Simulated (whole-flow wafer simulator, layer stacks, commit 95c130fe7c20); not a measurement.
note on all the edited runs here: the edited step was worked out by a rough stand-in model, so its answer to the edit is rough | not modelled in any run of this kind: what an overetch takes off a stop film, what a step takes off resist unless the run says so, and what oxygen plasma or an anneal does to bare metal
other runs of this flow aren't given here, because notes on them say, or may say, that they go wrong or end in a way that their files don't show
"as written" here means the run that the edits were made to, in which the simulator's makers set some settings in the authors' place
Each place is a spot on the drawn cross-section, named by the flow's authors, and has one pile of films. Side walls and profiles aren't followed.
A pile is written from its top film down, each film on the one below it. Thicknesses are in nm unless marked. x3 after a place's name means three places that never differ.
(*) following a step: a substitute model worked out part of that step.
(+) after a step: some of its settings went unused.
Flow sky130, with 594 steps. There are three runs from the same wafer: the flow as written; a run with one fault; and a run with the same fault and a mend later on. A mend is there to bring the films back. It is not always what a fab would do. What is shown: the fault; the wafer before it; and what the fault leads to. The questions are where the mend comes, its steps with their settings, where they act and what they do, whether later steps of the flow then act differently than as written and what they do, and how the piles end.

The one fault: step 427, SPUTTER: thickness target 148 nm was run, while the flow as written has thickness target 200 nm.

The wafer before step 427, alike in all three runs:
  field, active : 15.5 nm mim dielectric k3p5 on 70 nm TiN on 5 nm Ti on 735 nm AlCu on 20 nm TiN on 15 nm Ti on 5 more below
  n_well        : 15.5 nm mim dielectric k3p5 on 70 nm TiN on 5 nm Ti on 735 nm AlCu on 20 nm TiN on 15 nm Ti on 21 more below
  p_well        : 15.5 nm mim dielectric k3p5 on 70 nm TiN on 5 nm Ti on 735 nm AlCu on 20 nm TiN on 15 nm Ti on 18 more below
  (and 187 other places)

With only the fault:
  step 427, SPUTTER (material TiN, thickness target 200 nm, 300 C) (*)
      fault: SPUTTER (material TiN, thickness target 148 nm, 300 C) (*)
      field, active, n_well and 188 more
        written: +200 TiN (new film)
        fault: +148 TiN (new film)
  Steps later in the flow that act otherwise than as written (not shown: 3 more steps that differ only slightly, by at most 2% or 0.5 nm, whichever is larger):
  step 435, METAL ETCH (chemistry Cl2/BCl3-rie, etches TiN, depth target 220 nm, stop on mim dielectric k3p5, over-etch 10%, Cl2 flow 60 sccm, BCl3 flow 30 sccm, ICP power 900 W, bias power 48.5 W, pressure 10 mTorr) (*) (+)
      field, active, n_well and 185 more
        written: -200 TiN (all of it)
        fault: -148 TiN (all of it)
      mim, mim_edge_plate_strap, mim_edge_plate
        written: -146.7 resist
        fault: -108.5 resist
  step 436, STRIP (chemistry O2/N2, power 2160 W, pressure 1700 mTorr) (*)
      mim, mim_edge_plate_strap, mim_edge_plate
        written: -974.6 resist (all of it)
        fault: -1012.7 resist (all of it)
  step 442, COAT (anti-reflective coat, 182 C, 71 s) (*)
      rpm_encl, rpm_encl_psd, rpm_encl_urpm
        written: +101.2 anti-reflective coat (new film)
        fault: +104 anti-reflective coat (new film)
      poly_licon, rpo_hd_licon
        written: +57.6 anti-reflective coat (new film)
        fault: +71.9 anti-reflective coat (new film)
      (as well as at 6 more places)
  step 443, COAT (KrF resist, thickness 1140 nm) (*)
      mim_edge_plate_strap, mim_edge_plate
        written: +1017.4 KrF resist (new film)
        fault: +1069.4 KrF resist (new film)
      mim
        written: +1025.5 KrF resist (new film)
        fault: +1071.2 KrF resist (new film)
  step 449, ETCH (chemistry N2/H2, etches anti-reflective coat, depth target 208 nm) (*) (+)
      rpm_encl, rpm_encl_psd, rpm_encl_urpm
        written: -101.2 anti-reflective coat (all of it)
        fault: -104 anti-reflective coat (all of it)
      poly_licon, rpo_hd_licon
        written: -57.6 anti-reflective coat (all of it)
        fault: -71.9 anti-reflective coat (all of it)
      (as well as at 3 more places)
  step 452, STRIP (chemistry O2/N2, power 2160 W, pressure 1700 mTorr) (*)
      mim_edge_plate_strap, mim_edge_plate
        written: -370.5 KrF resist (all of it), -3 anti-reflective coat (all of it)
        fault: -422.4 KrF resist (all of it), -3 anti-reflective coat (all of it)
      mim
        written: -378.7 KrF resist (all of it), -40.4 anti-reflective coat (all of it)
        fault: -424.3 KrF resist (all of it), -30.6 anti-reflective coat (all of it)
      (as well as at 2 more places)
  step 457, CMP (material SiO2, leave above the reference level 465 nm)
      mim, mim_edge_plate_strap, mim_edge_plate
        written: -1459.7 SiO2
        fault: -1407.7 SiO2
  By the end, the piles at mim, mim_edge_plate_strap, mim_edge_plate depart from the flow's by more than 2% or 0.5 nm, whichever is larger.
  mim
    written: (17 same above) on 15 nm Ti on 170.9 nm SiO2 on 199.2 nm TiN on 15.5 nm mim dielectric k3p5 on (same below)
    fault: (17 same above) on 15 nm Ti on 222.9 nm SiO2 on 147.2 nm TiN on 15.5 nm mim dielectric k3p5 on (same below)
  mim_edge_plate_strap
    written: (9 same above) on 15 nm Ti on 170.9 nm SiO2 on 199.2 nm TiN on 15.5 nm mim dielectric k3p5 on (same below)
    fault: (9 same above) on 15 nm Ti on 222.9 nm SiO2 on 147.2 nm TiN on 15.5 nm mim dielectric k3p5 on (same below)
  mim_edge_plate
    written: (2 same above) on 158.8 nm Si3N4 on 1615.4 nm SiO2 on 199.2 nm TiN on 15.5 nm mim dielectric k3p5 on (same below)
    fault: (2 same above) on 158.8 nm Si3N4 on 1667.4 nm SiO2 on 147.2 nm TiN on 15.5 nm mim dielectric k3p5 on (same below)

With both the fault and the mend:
  The mend follows step 427.
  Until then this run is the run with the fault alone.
  step 427a, SPUTTER (material TiN, thickness target 52 nm, 300 C) (*) (a further turn of the flow's step 427, with different settings)
      field, active, n_well and 188 more
        +52 TiN
  None of the later steps of the flow acts differently than as written at any place that is followed.
  By the end, the piles equal the flow's at every place that both follow.
